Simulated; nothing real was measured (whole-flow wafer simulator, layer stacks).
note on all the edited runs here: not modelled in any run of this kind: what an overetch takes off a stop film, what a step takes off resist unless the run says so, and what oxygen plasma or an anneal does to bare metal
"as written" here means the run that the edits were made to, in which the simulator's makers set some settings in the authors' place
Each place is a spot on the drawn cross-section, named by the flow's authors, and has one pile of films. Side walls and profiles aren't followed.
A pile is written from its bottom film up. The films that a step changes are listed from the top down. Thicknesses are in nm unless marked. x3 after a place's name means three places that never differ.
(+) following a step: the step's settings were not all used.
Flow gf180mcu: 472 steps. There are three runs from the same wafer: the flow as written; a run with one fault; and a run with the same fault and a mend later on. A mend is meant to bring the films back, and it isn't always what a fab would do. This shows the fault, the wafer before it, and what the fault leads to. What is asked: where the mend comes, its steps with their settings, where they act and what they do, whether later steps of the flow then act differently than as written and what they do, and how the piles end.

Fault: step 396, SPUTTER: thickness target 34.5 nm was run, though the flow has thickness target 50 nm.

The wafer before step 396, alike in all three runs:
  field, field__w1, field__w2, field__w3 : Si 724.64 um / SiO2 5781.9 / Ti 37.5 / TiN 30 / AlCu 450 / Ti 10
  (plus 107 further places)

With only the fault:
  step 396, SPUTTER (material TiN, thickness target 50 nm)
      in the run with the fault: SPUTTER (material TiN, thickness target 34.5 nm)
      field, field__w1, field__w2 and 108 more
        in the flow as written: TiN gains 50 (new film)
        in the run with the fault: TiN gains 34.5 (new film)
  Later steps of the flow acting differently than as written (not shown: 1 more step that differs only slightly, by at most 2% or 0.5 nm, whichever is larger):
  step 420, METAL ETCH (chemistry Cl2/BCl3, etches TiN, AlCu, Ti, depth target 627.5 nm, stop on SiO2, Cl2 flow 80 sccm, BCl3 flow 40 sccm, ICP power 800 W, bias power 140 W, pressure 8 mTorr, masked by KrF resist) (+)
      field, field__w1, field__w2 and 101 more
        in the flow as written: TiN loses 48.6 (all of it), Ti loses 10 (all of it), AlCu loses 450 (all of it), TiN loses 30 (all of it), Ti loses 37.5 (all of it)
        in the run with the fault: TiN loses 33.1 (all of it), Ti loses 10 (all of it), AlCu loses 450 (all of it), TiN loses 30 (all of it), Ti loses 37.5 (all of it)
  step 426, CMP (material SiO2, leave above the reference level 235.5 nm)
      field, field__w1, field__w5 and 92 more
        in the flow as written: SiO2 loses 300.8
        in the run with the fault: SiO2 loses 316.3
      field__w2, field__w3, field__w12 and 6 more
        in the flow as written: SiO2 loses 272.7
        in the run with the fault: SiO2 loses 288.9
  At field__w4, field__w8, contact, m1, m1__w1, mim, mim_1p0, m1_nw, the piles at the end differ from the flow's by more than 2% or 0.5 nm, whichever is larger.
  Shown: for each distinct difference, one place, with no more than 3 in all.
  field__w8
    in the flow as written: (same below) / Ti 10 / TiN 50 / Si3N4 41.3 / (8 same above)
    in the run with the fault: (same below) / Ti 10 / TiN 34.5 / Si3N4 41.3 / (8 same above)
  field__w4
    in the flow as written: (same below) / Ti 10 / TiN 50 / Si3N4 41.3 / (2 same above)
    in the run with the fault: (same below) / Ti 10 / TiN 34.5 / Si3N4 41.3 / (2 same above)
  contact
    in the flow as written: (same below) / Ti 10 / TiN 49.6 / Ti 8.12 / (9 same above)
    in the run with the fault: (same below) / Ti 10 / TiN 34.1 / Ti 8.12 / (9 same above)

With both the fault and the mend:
  The mend follows step 396.
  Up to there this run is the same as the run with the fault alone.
  step 396a, SPUTTER (material TiN, thickness target 15.5 nm) (the flow's step 396, run once more with other settings)
      field, field__w1, field__w2 and 108 more
        TiN gains 15.5
  None of the later steps of the flow acts differently than as written at any place that is followed.
  By the end, the piles equal the flow's at every place that both follow.
